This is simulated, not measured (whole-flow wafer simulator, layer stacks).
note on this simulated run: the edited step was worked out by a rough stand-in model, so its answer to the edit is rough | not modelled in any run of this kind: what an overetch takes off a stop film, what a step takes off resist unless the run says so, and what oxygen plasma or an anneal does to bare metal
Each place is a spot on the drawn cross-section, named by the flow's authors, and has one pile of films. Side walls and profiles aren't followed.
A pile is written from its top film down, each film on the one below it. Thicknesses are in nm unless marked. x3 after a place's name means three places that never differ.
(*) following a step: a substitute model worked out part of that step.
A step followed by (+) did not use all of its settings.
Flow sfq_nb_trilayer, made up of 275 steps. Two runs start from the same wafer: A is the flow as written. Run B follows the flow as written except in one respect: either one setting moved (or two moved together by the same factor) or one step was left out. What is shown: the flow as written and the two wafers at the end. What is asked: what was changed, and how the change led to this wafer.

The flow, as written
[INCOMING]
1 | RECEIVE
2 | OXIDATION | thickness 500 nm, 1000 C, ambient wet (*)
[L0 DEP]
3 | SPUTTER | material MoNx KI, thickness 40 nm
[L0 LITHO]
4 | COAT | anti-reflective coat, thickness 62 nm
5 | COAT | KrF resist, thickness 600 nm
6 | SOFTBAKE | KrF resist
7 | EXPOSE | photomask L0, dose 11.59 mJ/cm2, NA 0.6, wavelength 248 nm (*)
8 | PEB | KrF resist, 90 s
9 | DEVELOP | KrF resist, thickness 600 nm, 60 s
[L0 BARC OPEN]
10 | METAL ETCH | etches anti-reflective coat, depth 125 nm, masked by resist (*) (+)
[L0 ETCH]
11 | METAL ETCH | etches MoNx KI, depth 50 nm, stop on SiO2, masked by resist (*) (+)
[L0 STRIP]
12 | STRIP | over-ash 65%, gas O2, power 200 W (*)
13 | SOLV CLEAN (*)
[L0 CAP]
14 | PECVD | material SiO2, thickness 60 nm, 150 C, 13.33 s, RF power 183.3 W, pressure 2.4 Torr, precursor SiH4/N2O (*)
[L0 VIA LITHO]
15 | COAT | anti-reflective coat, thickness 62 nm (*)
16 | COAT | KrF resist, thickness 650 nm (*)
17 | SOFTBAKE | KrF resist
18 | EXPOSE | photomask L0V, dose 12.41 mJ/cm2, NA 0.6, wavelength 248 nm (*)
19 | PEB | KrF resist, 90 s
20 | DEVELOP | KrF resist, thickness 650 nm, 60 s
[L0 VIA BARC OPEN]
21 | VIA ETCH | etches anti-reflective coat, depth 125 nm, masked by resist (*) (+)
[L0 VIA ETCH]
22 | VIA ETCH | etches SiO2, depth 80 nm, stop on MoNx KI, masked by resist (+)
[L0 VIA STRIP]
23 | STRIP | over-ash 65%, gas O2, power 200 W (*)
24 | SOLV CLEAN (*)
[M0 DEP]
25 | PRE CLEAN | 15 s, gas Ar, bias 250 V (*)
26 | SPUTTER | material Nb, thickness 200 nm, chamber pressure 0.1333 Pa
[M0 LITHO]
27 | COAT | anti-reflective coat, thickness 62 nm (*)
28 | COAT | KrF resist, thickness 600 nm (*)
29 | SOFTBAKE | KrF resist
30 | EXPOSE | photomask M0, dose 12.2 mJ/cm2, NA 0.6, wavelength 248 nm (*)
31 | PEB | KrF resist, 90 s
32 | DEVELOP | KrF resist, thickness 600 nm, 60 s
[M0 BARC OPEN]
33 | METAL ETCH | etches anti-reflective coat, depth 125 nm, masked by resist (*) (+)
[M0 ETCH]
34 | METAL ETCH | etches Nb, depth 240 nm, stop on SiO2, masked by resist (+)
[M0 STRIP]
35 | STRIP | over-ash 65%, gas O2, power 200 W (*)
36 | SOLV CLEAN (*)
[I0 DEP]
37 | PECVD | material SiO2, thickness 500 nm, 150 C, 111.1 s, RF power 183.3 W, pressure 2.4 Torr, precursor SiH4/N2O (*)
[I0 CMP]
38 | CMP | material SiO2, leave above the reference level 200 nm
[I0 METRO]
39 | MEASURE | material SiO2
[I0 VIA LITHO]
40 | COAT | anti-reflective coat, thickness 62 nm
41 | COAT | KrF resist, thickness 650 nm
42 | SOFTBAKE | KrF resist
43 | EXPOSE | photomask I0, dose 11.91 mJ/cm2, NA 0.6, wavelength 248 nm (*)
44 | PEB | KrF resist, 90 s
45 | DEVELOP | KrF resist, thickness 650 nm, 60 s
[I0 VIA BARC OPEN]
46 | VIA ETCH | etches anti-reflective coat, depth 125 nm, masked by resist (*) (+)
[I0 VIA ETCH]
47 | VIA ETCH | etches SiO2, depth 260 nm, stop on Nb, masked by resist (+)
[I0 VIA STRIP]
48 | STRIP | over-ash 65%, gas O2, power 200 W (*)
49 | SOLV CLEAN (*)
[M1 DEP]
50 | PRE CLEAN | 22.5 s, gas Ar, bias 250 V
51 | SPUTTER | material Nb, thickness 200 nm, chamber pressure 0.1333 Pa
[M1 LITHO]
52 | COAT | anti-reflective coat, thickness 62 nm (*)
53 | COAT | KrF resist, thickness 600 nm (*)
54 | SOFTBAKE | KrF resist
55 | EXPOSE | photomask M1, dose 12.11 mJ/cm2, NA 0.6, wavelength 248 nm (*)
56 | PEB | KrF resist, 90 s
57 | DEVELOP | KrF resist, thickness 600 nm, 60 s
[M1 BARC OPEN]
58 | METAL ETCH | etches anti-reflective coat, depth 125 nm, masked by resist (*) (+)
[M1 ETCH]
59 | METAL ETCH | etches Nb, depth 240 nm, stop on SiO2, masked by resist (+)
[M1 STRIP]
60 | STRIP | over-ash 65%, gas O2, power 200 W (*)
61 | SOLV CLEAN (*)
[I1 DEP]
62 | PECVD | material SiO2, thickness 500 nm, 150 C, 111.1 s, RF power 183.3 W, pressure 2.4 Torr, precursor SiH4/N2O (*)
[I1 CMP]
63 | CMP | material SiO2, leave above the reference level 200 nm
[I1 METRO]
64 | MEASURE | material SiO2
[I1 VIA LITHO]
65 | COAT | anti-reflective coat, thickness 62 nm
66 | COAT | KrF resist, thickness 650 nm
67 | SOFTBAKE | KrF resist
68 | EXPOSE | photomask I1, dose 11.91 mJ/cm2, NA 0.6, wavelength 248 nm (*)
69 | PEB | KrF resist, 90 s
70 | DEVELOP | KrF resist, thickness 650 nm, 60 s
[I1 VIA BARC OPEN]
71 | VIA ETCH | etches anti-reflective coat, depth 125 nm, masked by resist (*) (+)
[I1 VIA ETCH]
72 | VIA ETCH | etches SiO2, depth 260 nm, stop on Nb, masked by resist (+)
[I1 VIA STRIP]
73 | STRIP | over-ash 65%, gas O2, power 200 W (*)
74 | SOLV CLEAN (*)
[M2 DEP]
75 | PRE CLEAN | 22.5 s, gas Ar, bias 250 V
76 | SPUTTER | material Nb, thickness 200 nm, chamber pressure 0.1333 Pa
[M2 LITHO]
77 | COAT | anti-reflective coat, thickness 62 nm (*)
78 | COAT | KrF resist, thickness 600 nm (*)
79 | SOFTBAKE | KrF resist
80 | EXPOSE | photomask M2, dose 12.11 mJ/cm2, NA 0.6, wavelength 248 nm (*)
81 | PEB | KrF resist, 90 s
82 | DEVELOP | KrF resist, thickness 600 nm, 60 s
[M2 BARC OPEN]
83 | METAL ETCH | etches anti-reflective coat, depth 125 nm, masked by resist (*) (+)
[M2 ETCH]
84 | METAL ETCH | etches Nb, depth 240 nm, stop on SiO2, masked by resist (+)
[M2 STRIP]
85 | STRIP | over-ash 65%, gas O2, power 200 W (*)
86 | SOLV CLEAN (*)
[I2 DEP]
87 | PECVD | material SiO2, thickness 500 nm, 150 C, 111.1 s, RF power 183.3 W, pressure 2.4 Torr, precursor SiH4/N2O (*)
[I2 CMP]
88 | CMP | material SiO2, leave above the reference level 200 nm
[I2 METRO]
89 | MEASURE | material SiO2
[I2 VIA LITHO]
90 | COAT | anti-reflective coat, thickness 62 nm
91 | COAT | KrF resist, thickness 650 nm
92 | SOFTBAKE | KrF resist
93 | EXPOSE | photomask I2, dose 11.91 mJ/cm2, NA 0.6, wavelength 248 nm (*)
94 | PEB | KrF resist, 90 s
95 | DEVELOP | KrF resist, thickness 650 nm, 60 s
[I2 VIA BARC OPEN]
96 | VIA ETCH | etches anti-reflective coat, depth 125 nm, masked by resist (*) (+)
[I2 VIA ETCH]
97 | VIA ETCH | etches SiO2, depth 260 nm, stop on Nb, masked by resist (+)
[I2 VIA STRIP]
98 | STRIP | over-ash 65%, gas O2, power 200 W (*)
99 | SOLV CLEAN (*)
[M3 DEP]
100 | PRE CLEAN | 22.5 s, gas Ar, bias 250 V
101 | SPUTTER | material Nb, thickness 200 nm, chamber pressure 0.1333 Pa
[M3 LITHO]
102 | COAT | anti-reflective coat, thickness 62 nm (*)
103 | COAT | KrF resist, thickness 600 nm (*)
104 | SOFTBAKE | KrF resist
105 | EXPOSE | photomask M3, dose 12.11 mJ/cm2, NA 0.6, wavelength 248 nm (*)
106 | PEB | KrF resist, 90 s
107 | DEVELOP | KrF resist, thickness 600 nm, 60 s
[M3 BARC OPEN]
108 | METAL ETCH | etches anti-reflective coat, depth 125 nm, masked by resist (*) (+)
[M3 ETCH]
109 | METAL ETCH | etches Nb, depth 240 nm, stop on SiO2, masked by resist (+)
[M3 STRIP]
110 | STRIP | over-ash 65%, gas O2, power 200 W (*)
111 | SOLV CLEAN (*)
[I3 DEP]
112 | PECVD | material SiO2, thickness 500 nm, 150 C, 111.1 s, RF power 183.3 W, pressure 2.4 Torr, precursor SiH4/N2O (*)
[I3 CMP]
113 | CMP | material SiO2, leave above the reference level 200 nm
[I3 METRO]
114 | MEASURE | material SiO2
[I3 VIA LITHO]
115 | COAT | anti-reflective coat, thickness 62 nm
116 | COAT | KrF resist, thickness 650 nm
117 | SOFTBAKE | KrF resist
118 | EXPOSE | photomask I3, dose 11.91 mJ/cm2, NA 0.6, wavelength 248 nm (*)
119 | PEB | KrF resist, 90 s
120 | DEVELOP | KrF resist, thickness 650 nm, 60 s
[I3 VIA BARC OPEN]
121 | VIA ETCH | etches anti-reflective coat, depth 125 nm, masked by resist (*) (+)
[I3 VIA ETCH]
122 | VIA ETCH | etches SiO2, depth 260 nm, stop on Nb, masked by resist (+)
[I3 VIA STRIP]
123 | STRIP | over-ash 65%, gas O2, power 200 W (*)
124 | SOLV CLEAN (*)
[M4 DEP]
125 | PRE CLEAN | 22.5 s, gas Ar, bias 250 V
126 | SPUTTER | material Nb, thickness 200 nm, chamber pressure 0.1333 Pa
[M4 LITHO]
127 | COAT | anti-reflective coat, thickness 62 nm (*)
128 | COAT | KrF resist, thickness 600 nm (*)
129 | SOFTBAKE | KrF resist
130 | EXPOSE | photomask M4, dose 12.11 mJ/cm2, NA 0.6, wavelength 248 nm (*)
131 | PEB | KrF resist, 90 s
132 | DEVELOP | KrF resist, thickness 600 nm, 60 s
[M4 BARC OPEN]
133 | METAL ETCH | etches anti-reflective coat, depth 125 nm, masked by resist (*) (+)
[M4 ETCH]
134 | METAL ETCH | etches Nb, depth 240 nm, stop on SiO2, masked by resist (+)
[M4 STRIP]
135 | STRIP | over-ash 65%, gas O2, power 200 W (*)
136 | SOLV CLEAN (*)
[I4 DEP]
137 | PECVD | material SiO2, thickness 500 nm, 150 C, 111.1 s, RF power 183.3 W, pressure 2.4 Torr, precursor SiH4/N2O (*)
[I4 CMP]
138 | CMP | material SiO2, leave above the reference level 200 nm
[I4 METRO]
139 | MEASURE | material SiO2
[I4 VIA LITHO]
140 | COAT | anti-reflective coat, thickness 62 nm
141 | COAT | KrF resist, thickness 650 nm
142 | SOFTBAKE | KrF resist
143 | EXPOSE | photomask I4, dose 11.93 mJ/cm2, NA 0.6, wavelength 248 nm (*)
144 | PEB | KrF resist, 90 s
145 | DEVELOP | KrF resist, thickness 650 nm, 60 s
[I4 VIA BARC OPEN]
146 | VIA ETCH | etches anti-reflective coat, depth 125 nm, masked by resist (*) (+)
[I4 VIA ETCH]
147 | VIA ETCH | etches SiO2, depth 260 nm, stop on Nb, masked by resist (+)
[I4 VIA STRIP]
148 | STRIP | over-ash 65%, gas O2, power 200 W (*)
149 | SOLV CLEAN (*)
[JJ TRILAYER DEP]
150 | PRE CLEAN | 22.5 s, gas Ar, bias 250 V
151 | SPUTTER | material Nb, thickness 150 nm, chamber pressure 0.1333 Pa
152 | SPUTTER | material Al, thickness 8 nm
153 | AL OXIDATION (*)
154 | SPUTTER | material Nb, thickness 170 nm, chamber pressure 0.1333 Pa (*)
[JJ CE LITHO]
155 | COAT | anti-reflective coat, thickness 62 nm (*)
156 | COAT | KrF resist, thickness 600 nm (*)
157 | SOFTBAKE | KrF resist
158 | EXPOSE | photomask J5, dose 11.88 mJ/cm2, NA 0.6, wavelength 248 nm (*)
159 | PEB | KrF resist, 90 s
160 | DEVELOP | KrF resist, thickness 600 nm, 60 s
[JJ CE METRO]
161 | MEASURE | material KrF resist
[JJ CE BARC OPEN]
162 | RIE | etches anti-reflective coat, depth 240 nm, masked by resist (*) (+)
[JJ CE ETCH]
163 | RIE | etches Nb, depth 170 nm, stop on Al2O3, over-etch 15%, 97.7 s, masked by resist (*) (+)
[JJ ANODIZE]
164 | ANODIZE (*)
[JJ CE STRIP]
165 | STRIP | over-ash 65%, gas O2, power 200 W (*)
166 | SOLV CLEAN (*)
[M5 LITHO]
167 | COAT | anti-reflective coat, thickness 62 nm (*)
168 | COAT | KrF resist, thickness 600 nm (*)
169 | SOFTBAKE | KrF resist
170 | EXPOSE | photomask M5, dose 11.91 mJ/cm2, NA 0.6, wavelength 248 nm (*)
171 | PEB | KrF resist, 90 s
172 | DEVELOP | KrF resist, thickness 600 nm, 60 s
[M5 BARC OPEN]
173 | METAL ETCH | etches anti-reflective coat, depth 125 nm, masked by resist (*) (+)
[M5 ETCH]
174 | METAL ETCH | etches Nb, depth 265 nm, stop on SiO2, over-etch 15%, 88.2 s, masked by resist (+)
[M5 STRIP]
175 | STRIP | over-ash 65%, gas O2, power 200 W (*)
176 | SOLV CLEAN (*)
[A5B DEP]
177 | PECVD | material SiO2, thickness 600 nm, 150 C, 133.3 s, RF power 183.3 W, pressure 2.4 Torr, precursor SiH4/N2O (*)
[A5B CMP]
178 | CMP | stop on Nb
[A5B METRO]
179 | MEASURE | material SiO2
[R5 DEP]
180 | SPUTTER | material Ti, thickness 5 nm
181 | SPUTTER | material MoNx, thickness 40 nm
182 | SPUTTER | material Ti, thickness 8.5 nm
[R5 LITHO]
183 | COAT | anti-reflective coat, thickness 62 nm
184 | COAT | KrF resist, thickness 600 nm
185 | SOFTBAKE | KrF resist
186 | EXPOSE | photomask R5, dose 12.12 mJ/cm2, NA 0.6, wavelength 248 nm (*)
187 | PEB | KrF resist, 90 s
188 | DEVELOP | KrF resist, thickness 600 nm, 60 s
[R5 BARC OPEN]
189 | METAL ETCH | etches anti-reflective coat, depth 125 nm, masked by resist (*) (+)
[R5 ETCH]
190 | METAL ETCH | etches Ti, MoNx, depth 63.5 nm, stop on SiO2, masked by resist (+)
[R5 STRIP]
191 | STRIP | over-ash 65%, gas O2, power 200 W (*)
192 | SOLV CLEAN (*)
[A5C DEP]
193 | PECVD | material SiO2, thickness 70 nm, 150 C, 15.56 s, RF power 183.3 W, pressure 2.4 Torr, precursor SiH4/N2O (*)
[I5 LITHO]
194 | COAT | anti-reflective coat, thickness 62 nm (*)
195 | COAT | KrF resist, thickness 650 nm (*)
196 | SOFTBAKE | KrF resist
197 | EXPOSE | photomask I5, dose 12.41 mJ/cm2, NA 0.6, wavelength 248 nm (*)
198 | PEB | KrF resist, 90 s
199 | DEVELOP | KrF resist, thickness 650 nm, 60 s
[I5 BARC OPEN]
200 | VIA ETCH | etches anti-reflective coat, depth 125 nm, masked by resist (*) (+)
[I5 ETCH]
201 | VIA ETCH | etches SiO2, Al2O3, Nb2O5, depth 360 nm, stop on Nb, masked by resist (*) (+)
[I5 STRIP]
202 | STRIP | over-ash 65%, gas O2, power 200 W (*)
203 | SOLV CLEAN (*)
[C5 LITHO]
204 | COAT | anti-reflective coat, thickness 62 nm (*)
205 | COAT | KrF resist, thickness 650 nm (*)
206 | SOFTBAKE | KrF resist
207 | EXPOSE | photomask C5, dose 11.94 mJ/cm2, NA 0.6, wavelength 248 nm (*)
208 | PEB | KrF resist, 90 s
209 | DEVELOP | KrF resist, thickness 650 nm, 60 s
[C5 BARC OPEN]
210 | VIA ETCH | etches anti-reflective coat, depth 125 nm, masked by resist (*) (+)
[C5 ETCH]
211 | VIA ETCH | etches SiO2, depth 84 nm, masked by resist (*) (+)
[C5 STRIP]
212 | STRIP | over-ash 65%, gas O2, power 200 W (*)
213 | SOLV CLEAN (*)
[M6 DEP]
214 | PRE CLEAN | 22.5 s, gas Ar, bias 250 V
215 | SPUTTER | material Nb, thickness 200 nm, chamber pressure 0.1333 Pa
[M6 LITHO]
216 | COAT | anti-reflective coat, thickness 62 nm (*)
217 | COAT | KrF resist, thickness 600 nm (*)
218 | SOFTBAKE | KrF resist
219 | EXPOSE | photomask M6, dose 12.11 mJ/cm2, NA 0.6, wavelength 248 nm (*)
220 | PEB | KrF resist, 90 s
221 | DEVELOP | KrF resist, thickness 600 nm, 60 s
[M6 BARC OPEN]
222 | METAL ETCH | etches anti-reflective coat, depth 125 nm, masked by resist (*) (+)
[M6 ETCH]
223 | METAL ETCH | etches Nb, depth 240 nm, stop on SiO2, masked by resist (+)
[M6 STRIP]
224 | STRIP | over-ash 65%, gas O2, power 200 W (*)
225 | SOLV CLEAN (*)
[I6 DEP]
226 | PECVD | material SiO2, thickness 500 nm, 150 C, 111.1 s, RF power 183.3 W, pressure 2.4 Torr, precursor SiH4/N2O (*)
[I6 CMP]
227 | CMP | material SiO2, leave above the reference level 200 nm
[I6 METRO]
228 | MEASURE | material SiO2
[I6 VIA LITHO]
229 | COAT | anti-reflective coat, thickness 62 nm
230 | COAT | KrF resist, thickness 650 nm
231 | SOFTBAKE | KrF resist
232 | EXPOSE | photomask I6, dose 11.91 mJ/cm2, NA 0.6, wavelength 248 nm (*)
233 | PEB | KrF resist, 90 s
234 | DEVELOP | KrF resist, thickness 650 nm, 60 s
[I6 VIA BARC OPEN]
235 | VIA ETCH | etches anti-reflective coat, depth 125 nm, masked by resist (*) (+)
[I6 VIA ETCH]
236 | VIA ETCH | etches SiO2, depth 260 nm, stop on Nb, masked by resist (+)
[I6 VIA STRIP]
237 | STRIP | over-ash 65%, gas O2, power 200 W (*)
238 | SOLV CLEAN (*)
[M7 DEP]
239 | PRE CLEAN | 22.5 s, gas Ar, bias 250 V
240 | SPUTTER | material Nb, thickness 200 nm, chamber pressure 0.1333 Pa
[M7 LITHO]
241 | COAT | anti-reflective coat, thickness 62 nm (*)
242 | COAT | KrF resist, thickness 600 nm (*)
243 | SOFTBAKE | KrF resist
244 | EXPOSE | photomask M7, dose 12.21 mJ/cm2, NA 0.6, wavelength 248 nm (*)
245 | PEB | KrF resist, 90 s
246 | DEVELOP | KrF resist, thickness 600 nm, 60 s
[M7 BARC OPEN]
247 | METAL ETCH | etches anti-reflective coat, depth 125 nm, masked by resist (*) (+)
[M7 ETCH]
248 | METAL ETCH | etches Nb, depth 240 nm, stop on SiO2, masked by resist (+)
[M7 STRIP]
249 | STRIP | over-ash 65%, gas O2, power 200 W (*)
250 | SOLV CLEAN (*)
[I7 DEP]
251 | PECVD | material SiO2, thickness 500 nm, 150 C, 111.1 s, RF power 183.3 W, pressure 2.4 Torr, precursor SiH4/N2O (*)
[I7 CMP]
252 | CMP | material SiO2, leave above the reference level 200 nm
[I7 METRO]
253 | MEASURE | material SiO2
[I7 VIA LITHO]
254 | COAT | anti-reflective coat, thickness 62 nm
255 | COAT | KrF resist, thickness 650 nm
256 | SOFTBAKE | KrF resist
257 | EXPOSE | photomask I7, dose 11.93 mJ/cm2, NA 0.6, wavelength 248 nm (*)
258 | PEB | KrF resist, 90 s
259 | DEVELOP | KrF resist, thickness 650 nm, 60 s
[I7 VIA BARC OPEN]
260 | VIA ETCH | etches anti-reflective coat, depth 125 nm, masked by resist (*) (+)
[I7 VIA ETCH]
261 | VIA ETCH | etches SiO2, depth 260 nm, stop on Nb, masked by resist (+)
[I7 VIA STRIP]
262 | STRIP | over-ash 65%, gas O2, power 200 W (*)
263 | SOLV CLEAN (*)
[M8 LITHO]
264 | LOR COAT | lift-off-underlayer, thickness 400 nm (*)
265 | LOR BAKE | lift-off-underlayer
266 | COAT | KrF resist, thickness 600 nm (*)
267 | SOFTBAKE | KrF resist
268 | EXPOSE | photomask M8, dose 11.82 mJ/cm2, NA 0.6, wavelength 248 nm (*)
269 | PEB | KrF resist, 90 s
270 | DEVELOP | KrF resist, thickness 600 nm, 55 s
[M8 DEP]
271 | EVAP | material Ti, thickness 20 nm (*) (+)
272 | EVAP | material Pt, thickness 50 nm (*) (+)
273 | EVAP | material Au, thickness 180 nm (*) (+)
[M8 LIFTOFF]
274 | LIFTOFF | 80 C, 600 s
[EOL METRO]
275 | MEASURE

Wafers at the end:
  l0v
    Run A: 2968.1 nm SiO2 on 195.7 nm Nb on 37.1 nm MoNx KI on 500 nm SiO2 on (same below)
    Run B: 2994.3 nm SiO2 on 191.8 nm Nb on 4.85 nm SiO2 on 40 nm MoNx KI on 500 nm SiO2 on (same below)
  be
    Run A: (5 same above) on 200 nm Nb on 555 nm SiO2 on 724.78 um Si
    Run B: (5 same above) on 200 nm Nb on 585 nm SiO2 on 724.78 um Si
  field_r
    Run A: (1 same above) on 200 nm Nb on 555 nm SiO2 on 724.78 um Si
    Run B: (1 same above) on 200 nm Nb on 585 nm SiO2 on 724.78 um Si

Cause: step 14, PECVD: thickness 90 nm was run, whereas the flow has thickness 60 nm; step 14, PECVD: 20 s was run, where the flow has 13.33 s.

How this came from the change, step by step:
  14 | PECVD | material SiO2, thickness 60 nm, 150 C, 13.33 s, RF power 183.3 W, pressure 2.4 Torr, precursor SiH4/N2O (*)
      v_sur, via_wl, via_w and 97 more: A SiO2 gains 60 | B SiO2 gains 90
      field_l, l0_sur, l0v, l0r_line_l, l0r_line_c, l0r_line_r: A SiO2 gains 60 (new film) | B SiO2 gains 90 (new film)
  22 | VIA ETCH | etches SiO2, depth 80 nm, stop on MoNx KI, masked by resist (+)
      l0v: A SiO2 loses 59.8 (all of it) | B SiO2 loses 80
  25 | PRE CLEAN | 15 s, gas Ar, bias 250 V (*)
      l0v: A MoNx KI loses 2.91 | B SiO2 loses 5
  27 | COAT | anti-reflective coat, thickness 62 nm (*)
      l0_sur: A anti-reflective coat gains 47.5 (new film) | B anti-reflective coat gains 45.9 (new film)
      l0v: A anti-reflective coat gains 78 (new film) | B anti-reflective coat gains 83.5 (new film)
  28 | COAT | KrF resist, thickness 600 nm (*)
      l0v: A KrF resist gains 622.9 (new film) | B KrF resist gains 637.9 (new film)
  35 | STRIP | over-ash 65%, gas O2, power 200 W (*)
      l0_sur: A KrF resist loses 372 (all of it), anti-reflective coat loses 47.5 (all of it) | B KrF resist loses 369.5 (all of it), anti-reflective coat loses 45.9 (all of it)
      l0v: A KrF resist loses 405.3 (all of it), anti-reflective coat loses 78 (all of it) | B KrF resist loses 420.2 (all of it), anti-reflective coat loses 83.5 (all of it)
  38 | CMP | material SiO2, leave above the reference level 200 nm
      l0v: A SiO2 loses 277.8 | B SiO2 loses 251.6
With metal films that touch counted as one body, l0v has 2 bodies (between them, from the top down: SiO2 4.85); the flow as written gives 1 body.
